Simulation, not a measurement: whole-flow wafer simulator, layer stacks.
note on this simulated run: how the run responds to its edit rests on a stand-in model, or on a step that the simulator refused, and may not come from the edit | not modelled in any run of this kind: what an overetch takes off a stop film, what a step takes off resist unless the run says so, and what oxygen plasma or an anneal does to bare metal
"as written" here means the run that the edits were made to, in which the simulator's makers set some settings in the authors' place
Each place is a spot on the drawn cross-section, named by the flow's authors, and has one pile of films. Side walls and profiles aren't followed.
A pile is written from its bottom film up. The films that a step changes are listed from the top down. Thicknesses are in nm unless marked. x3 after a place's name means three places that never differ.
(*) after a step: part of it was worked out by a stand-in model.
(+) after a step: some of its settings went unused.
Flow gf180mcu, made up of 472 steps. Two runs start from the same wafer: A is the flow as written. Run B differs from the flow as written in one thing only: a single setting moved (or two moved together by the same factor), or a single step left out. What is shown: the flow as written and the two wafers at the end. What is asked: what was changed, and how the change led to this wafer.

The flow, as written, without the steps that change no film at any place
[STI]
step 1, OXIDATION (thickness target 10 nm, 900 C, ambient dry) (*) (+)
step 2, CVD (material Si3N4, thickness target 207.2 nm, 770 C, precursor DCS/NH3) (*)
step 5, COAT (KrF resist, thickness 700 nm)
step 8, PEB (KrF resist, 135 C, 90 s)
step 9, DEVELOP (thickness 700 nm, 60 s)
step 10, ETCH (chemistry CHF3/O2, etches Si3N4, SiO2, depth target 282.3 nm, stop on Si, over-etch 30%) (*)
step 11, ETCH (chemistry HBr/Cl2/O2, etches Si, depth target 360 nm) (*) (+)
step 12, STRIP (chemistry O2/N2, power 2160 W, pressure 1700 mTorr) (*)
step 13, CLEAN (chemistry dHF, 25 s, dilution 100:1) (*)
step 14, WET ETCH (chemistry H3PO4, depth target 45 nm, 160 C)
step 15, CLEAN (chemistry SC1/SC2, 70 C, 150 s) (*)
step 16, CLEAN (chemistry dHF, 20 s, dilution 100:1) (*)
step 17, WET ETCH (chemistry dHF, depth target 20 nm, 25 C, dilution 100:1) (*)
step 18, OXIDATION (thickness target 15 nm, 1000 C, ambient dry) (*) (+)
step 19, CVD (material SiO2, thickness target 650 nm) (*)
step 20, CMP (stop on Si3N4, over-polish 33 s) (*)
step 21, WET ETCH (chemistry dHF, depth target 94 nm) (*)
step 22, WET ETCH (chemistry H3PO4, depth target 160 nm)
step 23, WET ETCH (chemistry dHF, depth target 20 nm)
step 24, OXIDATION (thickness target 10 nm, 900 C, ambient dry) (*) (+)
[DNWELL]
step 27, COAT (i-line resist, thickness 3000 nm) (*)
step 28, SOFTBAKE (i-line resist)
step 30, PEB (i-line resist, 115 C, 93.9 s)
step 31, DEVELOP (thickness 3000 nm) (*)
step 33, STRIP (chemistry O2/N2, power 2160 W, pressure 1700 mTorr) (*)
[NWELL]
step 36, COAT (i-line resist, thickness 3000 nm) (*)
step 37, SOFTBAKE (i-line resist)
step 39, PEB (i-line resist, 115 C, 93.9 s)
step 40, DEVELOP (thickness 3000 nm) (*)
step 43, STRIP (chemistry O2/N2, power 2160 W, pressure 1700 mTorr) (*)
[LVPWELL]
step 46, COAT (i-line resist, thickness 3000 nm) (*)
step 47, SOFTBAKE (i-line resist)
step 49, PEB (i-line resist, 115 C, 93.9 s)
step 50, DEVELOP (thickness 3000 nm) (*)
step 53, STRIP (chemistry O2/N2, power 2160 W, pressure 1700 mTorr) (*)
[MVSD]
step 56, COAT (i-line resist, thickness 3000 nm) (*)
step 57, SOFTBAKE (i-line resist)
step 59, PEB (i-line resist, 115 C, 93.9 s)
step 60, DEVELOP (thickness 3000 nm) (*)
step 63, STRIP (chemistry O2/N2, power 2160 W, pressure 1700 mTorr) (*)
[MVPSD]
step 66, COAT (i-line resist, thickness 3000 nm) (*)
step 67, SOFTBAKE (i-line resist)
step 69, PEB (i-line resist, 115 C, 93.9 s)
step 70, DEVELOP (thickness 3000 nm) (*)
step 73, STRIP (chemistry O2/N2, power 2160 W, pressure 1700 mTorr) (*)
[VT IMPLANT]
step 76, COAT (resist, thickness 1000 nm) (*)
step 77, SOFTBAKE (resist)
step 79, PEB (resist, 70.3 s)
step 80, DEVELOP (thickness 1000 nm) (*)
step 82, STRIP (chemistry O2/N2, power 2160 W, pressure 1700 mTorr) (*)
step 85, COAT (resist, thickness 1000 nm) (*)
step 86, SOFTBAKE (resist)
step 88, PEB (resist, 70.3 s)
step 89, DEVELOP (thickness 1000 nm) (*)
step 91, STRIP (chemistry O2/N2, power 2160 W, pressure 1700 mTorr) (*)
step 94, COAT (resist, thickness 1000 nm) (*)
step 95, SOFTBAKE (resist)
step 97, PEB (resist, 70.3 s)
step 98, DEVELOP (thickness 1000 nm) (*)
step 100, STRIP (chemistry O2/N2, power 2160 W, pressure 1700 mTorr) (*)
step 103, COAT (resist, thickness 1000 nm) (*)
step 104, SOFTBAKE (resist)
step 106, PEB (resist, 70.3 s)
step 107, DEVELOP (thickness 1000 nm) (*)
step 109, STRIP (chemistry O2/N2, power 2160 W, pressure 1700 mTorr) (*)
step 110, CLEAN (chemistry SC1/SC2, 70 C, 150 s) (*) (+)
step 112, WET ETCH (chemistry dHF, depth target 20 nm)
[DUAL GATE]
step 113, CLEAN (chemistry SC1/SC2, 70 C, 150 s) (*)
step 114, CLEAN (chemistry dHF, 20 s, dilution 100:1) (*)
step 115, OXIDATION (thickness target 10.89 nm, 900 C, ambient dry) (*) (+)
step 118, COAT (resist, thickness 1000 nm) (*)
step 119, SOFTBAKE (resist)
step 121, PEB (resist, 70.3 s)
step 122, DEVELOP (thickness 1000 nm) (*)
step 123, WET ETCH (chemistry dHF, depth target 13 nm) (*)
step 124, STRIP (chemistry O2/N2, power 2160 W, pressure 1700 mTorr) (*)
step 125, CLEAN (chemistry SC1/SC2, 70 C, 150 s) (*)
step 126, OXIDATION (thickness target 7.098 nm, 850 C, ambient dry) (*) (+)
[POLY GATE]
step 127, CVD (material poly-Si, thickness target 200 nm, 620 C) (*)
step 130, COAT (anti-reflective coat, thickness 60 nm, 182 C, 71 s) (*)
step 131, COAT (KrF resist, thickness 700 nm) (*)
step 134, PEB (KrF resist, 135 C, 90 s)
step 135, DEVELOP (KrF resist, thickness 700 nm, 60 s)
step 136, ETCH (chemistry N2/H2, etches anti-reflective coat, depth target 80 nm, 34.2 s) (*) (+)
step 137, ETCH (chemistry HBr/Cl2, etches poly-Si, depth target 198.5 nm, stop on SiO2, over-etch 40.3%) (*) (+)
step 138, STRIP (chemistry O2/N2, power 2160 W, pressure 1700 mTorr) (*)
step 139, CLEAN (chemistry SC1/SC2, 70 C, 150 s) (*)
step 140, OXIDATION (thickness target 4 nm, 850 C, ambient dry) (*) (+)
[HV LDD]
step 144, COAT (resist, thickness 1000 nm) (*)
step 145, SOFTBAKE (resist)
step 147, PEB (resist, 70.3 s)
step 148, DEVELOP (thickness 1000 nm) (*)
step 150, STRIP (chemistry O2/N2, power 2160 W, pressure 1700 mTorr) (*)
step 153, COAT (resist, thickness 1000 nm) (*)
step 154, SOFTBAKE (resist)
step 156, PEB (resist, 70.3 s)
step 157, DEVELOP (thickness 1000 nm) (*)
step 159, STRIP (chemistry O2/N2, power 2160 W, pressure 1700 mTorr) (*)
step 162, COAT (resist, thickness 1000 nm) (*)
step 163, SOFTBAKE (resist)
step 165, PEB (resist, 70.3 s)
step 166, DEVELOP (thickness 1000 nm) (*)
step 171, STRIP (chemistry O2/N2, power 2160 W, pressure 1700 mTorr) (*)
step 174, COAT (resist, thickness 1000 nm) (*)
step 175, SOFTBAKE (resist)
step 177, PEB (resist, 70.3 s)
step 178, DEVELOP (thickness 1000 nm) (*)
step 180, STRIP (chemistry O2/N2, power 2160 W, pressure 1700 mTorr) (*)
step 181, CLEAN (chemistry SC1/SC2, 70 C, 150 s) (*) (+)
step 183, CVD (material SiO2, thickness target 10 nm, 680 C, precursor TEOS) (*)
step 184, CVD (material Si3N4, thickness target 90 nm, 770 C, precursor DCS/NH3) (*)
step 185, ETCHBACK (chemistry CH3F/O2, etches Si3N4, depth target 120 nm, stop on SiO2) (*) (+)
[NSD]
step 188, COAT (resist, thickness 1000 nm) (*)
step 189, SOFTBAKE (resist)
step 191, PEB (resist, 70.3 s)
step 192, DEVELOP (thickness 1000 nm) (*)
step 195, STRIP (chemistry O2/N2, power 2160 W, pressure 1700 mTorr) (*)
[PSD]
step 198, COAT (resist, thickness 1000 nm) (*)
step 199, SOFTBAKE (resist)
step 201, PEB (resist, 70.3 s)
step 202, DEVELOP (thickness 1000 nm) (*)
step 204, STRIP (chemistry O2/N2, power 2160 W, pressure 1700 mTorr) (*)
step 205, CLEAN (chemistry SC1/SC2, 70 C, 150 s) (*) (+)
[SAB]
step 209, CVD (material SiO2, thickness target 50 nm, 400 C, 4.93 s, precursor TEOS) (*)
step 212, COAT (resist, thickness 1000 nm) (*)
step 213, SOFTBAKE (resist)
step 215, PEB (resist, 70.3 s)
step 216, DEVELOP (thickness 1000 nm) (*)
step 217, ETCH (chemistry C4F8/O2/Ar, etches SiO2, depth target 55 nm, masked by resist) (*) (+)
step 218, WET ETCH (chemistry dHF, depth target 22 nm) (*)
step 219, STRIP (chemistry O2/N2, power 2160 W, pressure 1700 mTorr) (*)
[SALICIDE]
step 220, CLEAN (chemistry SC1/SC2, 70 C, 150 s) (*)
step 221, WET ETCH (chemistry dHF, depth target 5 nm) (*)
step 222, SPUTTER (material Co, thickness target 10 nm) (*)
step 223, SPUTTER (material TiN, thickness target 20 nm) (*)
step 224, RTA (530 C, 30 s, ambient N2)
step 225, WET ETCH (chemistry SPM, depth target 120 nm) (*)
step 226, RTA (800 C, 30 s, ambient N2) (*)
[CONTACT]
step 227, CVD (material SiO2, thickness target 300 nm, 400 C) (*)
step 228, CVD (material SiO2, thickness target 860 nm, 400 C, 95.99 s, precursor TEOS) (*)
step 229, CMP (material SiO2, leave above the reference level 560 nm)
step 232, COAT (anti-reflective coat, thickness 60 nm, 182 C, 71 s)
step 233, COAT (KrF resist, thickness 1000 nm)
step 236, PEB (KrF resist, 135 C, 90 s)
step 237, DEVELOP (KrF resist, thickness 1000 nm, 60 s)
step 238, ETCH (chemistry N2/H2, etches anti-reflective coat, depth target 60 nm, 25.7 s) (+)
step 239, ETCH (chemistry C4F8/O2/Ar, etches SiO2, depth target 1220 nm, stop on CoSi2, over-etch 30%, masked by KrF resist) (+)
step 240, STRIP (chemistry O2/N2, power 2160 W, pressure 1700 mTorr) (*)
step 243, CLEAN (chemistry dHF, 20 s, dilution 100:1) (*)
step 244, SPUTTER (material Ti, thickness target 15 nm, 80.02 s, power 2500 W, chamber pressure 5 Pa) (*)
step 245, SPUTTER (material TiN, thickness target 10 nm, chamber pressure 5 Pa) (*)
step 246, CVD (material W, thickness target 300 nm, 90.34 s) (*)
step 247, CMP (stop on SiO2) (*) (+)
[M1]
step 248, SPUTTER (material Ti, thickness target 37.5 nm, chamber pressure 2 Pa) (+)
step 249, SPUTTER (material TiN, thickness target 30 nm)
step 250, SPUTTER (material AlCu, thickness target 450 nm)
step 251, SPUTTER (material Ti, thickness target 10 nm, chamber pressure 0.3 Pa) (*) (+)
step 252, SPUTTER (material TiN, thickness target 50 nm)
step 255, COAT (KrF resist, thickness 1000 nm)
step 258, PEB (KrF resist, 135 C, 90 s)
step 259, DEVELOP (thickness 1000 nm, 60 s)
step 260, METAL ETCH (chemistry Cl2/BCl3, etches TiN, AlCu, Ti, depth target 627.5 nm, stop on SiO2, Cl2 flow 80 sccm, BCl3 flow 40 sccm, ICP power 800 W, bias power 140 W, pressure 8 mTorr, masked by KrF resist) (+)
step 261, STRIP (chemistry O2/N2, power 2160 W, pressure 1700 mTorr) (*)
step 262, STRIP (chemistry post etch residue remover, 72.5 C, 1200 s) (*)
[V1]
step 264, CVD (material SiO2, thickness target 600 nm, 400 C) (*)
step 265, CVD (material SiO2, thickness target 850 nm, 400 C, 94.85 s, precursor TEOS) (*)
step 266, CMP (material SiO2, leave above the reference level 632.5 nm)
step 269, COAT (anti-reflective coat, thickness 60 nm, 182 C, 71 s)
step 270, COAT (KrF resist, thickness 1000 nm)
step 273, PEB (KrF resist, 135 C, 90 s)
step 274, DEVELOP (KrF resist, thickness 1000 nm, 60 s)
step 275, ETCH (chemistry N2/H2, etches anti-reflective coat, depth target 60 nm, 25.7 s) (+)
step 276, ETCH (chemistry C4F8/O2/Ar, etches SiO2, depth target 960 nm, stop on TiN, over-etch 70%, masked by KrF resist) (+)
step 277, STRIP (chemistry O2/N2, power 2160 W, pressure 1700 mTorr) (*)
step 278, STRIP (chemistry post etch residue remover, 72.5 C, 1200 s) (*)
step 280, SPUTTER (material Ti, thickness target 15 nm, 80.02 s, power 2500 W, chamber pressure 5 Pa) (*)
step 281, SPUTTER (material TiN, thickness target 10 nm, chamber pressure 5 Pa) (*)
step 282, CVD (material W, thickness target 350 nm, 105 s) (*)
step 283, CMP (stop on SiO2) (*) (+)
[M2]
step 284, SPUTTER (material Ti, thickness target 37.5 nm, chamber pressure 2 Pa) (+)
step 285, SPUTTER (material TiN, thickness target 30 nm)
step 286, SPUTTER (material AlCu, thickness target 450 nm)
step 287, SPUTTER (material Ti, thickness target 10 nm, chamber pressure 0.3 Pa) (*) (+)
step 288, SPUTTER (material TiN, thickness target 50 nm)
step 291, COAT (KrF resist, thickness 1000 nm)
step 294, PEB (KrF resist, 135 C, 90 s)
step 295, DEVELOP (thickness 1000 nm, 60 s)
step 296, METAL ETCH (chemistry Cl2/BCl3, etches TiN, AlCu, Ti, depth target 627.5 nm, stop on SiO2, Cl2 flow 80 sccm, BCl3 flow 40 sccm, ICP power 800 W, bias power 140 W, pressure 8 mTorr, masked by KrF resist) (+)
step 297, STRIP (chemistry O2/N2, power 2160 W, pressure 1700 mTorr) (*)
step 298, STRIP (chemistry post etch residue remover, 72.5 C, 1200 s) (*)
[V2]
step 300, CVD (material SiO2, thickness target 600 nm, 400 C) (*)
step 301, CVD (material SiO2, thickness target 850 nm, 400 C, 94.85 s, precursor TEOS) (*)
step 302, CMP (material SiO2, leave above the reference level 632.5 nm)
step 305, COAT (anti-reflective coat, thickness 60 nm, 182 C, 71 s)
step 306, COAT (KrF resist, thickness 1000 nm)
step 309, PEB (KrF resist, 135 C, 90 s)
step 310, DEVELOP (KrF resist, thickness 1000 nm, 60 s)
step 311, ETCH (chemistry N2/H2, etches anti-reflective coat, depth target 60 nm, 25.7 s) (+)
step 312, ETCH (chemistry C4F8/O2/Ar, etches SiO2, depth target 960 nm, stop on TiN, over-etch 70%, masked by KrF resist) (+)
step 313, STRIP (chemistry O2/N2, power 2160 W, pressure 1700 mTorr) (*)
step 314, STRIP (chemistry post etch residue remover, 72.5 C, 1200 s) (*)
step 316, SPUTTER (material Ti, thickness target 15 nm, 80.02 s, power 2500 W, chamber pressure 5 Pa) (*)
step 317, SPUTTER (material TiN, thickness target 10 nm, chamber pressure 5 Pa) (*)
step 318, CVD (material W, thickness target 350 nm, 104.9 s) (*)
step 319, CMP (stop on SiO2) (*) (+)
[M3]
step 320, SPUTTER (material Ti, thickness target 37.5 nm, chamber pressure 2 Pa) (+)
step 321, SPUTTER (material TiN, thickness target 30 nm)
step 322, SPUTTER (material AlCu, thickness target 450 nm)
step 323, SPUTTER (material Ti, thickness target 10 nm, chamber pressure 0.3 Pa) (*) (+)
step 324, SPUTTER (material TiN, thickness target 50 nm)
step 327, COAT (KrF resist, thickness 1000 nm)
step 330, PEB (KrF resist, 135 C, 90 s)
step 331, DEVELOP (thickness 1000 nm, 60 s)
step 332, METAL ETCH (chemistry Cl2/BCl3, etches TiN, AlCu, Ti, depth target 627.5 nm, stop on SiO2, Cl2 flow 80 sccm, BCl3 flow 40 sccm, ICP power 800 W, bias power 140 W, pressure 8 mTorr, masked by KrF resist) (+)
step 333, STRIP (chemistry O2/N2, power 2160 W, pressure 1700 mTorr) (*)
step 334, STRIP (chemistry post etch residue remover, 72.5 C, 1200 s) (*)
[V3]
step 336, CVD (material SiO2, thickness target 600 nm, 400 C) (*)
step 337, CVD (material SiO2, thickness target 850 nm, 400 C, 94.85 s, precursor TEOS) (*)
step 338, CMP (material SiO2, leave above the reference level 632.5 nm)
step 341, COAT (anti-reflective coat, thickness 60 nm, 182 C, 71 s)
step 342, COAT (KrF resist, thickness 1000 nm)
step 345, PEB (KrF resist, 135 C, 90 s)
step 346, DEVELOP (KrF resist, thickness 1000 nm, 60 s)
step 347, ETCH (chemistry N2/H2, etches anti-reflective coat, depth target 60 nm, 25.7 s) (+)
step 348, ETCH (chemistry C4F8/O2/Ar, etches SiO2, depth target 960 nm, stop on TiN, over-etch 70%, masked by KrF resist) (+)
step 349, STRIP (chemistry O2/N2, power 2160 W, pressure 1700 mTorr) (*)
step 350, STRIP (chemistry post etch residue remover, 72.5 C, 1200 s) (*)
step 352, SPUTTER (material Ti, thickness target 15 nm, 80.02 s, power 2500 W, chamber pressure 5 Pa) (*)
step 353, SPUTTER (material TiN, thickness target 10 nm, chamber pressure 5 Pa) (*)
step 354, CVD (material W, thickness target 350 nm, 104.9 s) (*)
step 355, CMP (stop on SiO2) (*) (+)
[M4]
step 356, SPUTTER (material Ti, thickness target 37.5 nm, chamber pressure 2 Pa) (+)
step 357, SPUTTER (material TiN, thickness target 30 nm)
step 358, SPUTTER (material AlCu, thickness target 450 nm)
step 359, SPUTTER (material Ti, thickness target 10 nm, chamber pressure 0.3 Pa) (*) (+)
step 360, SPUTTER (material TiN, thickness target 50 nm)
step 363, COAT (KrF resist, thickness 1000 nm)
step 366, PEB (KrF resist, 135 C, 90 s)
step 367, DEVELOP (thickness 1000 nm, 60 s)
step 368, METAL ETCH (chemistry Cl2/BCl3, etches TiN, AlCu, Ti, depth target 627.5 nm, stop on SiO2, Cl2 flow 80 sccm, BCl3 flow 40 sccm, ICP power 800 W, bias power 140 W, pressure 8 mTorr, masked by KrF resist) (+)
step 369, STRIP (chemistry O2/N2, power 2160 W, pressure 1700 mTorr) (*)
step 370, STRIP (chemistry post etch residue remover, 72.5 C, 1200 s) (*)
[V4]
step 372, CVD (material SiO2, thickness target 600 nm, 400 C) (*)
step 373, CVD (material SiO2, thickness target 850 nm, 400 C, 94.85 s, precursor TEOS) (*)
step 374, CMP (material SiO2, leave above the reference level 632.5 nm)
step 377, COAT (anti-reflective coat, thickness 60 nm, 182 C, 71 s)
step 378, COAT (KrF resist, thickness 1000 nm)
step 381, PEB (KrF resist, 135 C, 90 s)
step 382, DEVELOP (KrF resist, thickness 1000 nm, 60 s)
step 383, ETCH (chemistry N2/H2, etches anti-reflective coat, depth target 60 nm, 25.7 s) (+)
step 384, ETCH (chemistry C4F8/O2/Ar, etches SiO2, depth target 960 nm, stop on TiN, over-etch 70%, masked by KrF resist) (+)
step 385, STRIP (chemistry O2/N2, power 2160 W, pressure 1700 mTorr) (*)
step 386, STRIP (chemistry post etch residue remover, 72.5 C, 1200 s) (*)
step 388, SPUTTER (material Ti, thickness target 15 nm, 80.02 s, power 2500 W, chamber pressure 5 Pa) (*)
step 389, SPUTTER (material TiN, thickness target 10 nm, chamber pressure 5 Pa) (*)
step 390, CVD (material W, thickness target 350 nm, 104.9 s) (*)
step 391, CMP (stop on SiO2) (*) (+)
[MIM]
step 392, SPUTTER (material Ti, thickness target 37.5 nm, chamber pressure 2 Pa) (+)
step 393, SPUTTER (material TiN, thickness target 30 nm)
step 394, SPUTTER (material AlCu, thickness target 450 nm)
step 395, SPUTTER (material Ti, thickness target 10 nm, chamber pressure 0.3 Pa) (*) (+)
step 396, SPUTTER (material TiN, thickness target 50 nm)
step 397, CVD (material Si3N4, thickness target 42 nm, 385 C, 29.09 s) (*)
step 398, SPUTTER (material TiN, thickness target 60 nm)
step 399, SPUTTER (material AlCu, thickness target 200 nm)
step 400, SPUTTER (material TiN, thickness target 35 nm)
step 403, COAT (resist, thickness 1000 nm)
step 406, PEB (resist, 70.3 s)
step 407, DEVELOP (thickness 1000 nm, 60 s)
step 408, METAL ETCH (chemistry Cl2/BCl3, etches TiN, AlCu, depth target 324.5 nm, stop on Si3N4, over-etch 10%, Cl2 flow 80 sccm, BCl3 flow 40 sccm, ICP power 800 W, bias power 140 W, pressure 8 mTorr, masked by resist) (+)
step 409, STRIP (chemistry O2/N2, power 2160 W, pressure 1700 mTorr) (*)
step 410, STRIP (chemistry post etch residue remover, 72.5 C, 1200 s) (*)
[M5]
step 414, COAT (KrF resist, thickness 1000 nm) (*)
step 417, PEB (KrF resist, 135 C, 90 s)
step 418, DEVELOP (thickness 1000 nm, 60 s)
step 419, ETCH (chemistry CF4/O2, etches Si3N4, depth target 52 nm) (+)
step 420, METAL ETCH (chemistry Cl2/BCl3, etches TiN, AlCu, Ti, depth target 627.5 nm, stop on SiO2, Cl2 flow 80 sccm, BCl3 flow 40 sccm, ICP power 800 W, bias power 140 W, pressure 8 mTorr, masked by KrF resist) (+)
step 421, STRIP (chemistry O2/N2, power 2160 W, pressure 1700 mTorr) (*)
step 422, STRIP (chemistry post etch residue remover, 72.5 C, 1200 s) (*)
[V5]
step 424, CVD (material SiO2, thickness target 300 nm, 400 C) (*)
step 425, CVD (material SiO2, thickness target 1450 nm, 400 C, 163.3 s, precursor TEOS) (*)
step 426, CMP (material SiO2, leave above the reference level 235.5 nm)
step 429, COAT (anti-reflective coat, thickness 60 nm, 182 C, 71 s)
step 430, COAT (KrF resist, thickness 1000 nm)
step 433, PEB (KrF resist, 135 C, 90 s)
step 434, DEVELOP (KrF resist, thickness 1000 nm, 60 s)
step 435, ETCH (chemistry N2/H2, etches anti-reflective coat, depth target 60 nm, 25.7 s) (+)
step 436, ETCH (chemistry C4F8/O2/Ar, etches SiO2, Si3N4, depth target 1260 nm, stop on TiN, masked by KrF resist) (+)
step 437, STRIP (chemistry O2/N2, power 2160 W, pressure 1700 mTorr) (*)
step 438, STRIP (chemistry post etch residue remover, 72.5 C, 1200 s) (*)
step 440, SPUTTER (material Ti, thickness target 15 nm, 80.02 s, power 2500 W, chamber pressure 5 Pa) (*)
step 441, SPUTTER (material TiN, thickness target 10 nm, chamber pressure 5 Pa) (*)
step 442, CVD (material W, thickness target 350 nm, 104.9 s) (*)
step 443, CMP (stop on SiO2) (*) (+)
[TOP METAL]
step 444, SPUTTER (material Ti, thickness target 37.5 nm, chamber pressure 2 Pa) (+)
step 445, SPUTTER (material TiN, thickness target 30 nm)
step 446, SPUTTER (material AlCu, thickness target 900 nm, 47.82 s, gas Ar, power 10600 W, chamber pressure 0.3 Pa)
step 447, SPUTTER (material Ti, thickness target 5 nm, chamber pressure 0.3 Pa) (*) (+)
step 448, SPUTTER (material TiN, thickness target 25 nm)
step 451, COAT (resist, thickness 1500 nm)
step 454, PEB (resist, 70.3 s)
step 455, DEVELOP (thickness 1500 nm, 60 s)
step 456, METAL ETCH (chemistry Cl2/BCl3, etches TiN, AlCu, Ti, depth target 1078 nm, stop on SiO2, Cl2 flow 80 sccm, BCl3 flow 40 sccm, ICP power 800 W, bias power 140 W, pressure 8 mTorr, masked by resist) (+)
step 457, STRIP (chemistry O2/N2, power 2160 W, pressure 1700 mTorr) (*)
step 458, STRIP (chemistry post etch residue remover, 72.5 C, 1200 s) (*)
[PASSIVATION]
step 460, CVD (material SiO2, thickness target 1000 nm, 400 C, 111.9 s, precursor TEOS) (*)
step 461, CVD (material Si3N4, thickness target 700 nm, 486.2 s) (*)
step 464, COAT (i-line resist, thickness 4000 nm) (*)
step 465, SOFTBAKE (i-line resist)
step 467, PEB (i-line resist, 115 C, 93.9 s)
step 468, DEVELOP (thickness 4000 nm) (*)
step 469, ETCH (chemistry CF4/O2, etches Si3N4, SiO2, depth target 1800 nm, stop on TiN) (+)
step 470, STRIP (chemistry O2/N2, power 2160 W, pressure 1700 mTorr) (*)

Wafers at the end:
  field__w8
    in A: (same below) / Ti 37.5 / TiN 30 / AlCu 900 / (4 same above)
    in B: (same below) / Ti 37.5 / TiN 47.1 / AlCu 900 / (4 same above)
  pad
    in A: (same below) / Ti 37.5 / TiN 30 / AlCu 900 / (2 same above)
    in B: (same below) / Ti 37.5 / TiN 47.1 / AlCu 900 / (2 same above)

Cause: step 445, SPUTTER: thickness target 47.1 nm was run, though the flow has thickness target 30 nm.
The wafer lets one read it off: field__w8 has TiN 47.1, and step 445 as written asks for 30 nm.

The path from the change to this, step by step:
  step 445, SPUTTER (material TiN, thickness target 30 nm)
      field, field__w1, field__w2 and 109 more: A +30 TiN (new film) | B +47.1 TiN (new film)
  step 456, METAL ETCH (chemistry Cl2/BCl3, etches TiN, AlCu, Ti, depth target 1078 nm, stop on SiO2, Cl2 flow 80 sccm, BCl3 flow 40 sccm, ICP power 800 W, bias power 140 W, pressure 8 mTorr, masked by resist) (+)
      field, field__w1, field__w2 and 103 more: A -25 TiN (all of it), -5 Ti (all of it), -900 AlCu (all of it), -30 TiN (all of it), -37.5 Ti (all of it) | B -25 TiN (all of it), -5 Ti (all of it), -900 AlCu (all of it), -47.1 TiN (all of it), -37.5 Ti (all of it)
  step 465, SOFTBAKE (i-line resist)
      gate: A +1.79 i-line resist | B -0.22 i-line resist
      ld_fp_p, ld_drift_p: A +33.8 i-line resist | B +27.7 i-line resist
      (and at 64 other places as well)
